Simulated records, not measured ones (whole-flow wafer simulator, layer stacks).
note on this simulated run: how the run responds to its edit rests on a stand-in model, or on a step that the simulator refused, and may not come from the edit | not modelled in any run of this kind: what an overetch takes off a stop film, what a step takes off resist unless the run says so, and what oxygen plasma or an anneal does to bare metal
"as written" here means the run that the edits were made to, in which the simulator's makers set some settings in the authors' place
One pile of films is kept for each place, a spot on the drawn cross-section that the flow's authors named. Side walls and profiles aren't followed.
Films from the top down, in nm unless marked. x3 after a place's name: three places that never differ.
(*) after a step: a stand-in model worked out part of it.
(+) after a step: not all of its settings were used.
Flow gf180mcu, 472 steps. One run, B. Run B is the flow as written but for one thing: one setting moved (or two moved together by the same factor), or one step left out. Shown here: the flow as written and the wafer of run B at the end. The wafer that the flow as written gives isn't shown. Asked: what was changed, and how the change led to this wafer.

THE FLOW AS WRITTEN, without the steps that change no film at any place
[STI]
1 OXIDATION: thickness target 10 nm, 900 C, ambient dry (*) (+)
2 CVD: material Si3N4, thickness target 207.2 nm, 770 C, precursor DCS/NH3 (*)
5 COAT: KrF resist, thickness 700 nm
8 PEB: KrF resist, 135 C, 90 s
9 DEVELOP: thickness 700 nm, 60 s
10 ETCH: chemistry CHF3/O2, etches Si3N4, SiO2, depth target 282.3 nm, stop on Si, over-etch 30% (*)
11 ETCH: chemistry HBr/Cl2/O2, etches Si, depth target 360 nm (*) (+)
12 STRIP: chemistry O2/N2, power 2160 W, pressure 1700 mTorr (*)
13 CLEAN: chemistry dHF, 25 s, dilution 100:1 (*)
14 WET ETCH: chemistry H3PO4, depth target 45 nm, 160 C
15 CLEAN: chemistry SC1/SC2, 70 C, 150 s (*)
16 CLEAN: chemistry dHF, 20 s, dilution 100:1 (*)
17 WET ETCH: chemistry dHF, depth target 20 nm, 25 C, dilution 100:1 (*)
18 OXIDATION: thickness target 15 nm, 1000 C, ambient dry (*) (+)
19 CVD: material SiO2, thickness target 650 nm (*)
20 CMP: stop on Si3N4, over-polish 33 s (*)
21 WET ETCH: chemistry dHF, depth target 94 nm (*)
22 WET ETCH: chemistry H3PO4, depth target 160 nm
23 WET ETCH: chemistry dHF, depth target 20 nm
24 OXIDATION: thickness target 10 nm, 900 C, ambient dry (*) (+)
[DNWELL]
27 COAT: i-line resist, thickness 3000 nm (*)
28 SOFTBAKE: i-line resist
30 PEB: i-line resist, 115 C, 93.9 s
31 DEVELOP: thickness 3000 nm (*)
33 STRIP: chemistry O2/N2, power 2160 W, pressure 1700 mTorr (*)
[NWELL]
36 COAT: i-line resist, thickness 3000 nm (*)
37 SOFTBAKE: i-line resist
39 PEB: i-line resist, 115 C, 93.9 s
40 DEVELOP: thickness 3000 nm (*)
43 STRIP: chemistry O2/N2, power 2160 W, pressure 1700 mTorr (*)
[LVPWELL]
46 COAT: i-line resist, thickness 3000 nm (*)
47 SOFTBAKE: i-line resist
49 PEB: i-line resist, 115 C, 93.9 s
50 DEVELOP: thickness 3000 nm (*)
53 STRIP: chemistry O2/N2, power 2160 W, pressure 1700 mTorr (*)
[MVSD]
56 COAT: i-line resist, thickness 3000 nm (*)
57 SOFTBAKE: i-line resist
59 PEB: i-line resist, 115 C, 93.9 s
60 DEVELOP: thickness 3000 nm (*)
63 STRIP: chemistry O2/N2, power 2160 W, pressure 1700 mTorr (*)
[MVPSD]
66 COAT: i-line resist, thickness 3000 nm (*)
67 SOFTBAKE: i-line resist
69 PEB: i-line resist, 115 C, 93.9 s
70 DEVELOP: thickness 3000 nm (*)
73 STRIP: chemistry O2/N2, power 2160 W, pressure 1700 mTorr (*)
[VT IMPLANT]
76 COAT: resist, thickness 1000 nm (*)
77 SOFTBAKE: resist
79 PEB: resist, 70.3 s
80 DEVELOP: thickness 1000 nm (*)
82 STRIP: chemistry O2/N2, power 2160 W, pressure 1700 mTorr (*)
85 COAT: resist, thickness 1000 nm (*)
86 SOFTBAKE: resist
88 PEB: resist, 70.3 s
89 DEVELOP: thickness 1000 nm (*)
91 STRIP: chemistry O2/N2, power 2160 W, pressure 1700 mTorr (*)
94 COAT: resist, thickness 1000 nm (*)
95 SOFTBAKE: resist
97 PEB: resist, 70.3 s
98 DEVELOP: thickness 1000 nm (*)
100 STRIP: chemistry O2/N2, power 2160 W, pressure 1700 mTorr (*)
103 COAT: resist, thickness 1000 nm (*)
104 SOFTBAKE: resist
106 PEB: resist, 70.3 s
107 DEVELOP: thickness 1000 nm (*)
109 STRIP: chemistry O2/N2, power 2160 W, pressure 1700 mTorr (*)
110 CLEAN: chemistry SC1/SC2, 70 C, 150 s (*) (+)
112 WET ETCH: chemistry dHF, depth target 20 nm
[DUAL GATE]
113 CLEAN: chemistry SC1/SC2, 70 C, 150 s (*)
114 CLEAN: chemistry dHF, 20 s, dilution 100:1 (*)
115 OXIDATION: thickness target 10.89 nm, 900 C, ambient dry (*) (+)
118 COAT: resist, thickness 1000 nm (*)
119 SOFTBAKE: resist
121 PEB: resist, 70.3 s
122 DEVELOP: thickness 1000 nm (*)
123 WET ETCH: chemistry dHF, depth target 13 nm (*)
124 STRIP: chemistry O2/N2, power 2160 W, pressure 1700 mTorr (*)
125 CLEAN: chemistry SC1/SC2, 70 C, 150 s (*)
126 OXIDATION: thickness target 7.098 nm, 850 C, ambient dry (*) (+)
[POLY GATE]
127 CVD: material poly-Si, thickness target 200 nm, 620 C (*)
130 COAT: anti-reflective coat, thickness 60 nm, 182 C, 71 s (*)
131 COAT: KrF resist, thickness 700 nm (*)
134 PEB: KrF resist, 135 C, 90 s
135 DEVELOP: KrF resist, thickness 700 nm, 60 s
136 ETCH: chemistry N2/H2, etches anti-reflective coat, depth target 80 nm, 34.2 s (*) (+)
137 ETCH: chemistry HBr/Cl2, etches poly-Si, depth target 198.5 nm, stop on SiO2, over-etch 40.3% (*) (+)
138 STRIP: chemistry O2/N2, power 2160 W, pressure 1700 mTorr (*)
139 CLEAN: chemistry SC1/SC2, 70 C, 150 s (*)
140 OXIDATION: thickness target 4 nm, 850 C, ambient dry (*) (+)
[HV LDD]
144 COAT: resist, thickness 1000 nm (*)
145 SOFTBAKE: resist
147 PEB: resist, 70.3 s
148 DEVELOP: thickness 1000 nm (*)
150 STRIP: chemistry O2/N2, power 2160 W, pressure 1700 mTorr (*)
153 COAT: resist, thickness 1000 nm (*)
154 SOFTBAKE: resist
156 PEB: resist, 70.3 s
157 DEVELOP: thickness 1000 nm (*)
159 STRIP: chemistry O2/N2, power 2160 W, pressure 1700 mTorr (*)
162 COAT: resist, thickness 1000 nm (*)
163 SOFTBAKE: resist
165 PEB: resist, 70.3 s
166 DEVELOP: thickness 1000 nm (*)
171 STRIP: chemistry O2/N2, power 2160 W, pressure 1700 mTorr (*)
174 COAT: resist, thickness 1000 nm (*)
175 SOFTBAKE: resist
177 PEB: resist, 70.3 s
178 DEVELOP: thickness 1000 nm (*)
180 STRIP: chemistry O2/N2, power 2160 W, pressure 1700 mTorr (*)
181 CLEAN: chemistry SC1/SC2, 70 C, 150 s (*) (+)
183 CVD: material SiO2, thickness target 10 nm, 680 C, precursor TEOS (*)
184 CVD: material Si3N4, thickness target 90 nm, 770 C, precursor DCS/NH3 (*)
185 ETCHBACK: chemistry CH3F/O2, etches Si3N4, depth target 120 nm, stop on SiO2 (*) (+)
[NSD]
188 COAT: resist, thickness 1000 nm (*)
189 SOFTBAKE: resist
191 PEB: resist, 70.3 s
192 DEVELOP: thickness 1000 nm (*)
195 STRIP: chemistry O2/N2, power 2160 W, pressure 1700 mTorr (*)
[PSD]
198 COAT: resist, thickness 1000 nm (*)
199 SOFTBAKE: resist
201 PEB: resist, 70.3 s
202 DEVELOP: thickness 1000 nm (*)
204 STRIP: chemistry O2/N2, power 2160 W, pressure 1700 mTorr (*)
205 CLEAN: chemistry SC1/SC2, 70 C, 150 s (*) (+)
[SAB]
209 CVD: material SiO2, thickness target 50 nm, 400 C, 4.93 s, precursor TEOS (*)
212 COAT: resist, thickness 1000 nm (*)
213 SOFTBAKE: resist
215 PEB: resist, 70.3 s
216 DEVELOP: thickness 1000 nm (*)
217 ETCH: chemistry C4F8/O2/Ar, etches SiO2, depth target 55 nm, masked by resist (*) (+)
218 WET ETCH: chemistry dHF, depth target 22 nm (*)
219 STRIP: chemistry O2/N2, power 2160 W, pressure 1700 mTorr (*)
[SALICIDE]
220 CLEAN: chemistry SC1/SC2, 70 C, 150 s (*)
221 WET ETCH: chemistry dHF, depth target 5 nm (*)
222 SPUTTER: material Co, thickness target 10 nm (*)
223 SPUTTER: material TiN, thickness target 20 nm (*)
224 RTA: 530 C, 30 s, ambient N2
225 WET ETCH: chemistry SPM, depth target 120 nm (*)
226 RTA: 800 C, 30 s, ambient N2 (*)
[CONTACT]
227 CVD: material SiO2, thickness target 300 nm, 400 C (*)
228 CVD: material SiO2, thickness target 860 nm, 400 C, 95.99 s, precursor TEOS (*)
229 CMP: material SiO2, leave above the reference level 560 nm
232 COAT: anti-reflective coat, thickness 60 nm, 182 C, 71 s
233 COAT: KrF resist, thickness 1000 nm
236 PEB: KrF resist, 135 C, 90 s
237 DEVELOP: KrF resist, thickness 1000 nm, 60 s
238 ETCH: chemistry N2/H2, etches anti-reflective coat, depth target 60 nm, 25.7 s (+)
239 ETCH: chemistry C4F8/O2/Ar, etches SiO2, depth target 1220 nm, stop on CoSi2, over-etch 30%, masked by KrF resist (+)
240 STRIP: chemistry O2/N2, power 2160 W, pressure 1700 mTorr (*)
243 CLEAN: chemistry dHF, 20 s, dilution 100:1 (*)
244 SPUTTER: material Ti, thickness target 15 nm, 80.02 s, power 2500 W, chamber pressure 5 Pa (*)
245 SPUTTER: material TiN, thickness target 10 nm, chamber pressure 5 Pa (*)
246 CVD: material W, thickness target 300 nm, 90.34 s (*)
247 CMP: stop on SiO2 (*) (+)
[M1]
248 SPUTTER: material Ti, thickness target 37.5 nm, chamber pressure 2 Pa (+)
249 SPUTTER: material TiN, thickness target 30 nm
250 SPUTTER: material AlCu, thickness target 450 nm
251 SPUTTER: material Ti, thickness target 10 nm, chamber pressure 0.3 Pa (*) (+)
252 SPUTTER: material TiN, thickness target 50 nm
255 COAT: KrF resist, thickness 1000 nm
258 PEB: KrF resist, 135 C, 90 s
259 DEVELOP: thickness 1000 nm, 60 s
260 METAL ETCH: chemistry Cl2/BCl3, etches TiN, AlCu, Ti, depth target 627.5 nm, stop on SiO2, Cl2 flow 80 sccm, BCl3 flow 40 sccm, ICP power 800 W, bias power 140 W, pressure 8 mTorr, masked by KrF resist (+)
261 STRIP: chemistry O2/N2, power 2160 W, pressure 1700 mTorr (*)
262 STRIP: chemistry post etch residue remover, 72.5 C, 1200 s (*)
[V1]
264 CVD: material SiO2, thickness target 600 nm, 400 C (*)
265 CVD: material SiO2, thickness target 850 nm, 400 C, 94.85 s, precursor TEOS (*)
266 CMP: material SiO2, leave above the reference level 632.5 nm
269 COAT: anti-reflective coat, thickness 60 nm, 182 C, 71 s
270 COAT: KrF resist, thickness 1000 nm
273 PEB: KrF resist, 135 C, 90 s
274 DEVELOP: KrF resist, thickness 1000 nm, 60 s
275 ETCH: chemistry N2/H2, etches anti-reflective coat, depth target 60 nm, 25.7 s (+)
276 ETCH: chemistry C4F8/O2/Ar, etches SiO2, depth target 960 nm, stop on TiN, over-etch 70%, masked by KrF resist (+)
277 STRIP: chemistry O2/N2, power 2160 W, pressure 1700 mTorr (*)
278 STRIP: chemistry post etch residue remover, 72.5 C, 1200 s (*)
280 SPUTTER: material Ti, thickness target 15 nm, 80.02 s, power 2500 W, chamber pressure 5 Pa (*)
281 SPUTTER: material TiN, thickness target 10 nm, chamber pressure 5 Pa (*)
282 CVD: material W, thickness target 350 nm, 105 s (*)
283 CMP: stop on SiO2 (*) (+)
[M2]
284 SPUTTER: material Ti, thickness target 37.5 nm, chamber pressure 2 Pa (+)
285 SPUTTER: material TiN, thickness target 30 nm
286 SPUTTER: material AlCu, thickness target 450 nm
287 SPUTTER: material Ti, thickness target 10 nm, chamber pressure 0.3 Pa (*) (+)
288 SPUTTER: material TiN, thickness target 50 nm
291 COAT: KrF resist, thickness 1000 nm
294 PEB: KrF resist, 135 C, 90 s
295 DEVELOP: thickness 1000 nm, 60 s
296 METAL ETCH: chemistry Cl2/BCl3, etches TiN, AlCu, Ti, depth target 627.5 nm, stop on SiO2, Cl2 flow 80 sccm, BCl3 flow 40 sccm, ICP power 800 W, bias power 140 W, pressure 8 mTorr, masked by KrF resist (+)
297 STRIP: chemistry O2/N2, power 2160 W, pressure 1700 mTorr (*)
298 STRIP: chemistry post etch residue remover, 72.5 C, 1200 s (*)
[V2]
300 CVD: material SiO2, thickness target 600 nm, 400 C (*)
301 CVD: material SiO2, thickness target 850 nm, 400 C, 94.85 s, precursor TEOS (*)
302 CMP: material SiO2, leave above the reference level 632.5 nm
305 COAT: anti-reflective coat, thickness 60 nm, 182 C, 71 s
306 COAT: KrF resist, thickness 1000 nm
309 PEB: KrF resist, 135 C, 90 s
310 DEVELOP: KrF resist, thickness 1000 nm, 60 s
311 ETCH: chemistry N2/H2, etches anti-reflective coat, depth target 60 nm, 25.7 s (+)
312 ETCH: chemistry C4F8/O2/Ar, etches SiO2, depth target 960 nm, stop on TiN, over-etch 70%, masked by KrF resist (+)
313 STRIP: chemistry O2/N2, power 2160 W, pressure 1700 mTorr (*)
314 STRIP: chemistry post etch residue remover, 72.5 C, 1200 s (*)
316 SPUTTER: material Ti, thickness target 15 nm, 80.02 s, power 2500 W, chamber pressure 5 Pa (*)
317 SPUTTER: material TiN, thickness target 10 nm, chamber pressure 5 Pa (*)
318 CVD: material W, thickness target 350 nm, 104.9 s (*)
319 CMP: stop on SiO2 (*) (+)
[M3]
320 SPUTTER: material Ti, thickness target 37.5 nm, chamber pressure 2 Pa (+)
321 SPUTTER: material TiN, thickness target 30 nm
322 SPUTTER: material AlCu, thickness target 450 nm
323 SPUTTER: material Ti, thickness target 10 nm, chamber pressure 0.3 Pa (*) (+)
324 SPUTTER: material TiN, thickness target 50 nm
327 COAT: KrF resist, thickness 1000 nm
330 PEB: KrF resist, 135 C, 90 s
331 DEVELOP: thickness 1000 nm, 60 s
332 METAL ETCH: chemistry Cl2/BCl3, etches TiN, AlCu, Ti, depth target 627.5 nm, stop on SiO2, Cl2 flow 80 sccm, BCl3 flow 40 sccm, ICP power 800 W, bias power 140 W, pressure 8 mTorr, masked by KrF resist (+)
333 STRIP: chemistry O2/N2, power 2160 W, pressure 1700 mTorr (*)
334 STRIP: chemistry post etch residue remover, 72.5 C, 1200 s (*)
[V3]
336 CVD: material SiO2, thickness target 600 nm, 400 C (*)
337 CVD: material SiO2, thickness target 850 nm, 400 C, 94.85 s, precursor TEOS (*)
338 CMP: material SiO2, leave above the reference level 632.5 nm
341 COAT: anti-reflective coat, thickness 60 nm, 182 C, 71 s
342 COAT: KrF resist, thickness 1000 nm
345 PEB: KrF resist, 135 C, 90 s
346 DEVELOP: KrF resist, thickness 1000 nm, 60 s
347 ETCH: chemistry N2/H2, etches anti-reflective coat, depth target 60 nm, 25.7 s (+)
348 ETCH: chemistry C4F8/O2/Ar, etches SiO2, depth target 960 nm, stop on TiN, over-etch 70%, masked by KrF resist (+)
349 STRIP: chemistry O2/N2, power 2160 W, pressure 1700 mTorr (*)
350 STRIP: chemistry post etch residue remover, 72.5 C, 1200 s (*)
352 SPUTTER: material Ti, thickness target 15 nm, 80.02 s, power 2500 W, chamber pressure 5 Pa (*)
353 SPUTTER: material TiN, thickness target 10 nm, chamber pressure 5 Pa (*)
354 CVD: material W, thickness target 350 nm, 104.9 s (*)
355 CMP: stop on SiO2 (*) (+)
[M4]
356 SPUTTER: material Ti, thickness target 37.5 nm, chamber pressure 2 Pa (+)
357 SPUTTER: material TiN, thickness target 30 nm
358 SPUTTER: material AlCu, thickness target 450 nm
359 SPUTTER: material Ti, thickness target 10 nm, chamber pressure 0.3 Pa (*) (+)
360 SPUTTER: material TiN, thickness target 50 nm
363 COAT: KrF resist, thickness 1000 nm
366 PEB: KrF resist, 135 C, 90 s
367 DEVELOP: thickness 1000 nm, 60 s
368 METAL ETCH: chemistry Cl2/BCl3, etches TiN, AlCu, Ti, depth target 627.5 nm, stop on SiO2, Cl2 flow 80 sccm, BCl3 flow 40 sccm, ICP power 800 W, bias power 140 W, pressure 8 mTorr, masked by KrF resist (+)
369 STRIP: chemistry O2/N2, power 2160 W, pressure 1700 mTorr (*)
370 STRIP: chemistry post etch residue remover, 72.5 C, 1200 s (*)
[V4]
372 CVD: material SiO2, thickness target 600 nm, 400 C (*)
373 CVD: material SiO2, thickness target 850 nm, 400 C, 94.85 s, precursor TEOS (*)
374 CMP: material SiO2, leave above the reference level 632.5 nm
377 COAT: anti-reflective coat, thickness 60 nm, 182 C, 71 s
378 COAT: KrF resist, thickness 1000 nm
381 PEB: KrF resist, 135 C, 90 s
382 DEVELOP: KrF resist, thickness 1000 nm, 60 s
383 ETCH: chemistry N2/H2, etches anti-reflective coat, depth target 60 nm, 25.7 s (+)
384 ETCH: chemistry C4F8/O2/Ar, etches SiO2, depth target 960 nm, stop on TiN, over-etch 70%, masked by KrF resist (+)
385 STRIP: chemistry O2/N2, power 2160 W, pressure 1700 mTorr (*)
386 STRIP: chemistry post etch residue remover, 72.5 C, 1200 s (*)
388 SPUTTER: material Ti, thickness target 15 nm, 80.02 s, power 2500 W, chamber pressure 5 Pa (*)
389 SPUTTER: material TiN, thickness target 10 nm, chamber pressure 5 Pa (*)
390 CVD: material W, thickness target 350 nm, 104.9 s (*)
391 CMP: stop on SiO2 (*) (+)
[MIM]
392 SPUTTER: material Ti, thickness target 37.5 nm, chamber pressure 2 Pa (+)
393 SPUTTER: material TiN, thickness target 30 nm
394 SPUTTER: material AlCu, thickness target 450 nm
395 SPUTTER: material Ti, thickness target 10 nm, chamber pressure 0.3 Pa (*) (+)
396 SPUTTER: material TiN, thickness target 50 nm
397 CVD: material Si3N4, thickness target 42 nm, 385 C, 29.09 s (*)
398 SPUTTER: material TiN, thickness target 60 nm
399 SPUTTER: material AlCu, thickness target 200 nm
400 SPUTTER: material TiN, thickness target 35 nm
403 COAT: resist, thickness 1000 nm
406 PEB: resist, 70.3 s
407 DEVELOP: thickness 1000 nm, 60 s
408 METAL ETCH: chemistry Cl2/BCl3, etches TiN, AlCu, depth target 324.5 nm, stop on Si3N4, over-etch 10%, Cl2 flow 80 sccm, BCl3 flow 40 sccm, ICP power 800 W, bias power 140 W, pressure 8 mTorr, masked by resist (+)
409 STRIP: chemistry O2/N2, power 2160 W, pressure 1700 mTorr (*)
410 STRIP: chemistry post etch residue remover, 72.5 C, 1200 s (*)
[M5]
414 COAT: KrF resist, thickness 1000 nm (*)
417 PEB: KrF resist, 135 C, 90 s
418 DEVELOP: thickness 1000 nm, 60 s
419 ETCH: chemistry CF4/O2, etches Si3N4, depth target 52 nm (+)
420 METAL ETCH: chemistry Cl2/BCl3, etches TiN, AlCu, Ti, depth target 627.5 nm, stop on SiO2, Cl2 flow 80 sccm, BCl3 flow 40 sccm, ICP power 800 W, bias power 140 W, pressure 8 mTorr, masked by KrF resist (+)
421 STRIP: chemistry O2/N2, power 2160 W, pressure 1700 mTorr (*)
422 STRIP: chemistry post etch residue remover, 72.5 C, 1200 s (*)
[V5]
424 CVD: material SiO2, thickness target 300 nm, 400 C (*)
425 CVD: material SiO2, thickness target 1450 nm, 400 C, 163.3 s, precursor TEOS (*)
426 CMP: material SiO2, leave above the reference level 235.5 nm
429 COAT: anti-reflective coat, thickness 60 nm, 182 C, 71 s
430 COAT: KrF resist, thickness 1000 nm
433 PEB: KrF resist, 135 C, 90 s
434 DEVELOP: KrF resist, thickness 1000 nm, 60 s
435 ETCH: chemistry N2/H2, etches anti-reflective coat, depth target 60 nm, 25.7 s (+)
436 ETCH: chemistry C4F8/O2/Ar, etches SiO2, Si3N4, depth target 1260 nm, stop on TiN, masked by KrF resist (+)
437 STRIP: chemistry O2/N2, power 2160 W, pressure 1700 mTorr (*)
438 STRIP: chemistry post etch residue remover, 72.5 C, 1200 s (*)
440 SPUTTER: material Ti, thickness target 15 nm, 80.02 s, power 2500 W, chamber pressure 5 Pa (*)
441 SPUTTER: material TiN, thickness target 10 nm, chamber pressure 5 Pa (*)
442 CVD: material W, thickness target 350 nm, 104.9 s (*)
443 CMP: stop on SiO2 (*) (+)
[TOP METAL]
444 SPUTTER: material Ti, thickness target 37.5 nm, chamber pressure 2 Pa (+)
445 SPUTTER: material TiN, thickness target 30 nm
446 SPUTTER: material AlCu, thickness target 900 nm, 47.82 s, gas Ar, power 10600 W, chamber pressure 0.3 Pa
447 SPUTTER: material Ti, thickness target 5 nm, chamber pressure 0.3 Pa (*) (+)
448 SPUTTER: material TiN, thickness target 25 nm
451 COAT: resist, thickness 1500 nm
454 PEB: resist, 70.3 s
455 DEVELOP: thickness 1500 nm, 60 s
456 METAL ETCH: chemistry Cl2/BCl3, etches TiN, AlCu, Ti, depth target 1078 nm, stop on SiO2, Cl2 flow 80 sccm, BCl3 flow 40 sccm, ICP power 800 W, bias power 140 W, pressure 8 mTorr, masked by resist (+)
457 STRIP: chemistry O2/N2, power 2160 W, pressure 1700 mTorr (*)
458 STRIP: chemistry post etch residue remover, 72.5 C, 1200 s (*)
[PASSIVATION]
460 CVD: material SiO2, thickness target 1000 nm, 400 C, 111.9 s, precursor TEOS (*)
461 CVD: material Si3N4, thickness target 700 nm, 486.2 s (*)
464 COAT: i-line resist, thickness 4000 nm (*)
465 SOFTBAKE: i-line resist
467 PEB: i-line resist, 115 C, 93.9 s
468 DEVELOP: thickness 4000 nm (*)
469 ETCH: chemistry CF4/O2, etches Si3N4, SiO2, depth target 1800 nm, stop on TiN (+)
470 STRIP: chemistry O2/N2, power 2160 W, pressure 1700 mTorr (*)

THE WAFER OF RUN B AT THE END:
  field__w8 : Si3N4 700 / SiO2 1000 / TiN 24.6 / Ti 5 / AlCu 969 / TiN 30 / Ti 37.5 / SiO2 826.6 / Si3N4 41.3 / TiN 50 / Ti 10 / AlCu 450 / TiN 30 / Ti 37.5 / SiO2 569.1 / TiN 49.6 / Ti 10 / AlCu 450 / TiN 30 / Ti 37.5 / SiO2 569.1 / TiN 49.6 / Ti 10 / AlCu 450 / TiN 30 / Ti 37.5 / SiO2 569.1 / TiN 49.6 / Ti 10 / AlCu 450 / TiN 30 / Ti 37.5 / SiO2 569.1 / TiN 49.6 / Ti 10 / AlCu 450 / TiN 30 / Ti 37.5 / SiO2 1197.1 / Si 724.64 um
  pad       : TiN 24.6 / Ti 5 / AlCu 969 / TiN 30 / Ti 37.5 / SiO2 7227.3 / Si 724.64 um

The cause: step 446, SPUTTER: 51.41 s was run, where the flow has 47.82 s.

How the change led to this, step by step:
  446 SPUTTER: material AlCu, thickness target 900 nm, 47.82 s, gas Ar, power 10600 W, chamber pressure 0.3 Pa
      field, field__w1, field__w2 and 109 more: AlCu +969 (new film) (as written it would be: AlCu +900 (new film))
  456 METAL ETCH: chemistry Cl2/BCl3, etches TiN, AlCu, Ti, depth target 1078 nm, stop on SiO2, Cl2 flow 80 sccm, BCl3 flow 40 sccm, ICP power 800 W, bias power 140 W, pressure 8 mTorr, masked by resist (+)
      field, field__w1, field__w2 and 103 more: TiN -25 (all of it), Ti -5 (all of it), AlCu -969 (all of it), TiN -30 (all of it), Ti -37.5 (all of it) (as written it would be: TiN -25 (all of it), Ti -5 (all of it), AlCu -900 (all of it), TiN -30 (all of it), Ti -37.5 (all of it))
  464 COAT: i-line resist, thickness 4000 nm (*)
      contact: i-line resist +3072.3 (new film) (as written it would be: i-line resist +3153.6 (new film))
      m1: i-line resist +3074.9 (new film) (as written it would be: i-line resist +3158.3 (new film))
      (and at 2 more places)
  465 SOFTBAKE: i-line resist
      ld_fp_p, ld_drift_p: i-line resist +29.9 (as written it would be: i-line resist +33.8)
      field__w1: i-line resist -15.8 (as written it would be: i-line resist -14.6)
      (and at 62 more places)
  467 PEB: i-line resist, 115 C, 93.9 s
      field__w8, m1__w1: i-line resist -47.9 (as written it would be: i-line resist -49.2)
      contact, m1: i-line resist -48.2 (as written it would be: i-line resist -49.6)
      (and at 2 more places)
  468 DEVELOP: thickness 4000 nm (*)
      pad: i-line resist -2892 (all of it) (as written it would be: i-line resist -2960.4 (all of it))
  470 STRIP: chemistry O2/N2, power 2160 W, pressure 1700 mTorr (*)
      field__w8, m1__w1: i-line resist -1709.8 (all of it) (as written it would be: i-line resist -1775.9 (all of it))
      contact: i-line resist -1724.7 (all of it) (as written it would be: i-line resist -1798.3 (all of it))
      (and at 2 more places)
